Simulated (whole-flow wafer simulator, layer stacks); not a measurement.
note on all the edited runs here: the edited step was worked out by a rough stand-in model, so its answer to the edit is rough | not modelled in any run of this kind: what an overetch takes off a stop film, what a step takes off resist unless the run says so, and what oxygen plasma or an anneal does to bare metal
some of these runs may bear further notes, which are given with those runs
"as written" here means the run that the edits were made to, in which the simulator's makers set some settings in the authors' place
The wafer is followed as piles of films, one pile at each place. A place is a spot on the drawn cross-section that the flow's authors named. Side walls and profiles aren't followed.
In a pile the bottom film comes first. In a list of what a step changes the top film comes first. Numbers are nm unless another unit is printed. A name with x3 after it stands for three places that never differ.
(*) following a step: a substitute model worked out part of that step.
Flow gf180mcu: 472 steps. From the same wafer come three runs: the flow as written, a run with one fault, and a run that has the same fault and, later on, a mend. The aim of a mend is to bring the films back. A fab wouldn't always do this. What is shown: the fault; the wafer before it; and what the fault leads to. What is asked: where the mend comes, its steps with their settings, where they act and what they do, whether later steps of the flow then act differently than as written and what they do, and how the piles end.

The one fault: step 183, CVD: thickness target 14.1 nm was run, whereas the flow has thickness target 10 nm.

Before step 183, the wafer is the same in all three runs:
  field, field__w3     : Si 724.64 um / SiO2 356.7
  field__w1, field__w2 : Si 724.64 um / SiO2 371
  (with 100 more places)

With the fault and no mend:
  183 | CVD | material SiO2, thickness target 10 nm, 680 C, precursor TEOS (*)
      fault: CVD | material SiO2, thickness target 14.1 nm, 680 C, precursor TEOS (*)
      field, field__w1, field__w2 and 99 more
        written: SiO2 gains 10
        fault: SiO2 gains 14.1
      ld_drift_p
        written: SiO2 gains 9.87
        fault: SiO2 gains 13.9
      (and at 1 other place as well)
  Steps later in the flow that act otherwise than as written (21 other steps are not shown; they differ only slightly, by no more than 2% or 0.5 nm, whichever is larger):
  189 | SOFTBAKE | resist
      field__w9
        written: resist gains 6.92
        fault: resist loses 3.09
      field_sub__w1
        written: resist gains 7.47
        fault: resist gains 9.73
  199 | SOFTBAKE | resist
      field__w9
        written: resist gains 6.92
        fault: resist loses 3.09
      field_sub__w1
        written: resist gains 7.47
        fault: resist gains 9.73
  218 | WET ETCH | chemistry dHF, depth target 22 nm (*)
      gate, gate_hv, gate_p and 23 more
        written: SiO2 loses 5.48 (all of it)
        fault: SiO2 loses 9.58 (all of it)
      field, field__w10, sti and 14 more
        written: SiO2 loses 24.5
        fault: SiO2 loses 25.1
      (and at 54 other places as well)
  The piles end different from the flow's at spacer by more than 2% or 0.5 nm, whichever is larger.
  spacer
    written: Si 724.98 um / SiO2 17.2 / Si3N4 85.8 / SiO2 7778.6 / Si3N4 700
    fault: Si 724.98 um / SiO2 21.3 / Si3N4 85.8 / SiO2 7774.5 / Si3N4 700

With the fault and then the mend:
  The mend stands after step 183.
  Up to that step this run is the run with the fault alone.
  183a | WET ETCH | chemistry dHF, depth target 4.1 nm, 25 C, dilution 100:1 (the flow's step 17, run once more with other settings)
      field, field__w1, field__w2 and 101 more
        SiO2 loses 4.1
  Every later step of the flow that is run acts as written, at every place that is followed, to within 2% or 0.5 nm, whichever is larger.
  At the end the piles are close to the flow's at the places that both follow, differing by at most 2% or 0.5 nm, whichever is larger.
